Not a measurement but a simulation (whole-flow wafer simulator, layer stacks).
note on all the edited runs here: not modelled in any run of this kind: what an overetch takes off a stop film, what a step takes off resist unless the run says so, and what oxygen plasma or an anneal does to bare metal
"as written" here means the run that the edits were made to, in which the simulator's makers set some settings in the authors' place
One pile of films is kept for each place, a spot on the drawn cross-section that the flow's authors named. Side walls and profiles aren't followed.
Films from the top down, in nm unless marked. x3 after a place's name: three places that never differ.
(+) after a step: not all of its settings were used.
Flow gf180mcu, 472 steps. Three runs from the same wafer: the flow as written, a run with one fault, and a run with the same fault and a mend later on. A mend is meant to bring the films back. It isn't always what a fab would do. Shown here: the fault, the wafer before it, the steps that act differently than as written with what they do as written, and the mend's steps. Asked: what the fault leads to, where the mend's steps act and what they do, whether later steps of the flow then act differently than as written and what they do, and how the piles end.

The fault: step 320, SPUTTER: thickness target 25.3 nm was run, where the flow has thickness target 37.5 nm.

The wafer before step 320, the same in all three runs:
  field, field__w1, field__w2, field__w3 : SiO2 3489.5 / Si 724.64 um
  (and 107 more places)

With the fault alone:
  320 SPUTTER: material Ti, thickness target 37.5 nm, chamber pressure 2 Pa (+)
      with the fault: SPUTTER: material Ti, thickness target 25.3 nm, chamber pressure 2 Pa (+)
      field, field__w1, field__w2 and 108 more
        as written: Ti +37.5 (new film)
        with the fault: Ti +25.3 (new film)
  Later steps of the flow that act differently than as written:
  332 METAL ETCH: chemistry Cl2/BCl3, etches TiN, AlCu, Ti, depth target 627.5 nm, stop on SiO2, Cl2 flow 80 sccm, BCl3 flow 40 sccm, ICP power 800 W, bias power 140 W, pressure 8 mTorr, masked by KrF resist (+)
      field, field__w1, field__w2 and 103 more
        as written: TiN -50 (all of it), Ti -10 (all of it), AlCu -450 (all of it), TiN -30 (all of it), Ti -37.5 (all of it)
        with the fault: TiN -50 (all of it), Ti -10 (all of it), AlCu -450 (all of it), TiN -30 (all of it), Ti -25.3 (all of it)
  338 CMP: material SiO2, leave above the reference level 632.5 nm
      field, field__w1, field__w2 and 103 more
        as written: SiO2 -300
        with the fault: SiO2 -312.2
  At the end the piles differ from the flow's by more than 2% or 0.5 nm, whichever is larger, at field__w8, contact, m1, m1__w1, m1_nw.
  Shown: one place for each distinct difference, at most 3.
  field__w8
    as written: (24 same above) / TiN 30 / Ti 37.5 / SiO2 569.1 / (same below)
    with the fault: (24 same above) / TiN 30 / Ti 25.3 / SiO2 569.1 / (same below)
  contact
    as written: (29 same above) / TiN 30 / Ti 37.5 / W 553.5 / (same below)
    with the fault: (29 same above) / TiN 30 / Ti 25.3 / W 553.5 / (same below)

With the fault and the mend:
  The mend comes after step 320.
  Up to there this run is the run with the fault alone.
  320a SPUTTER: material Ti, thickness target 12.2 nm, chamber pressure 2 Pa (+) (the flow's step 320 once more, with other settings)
      field, field__w1, field__w2 and 108 more
        Ti +12.2
  No later step of the flow acts differently than as written at any place that is followed.
  At the end the piles are the same as the flow's at every place that both follow.
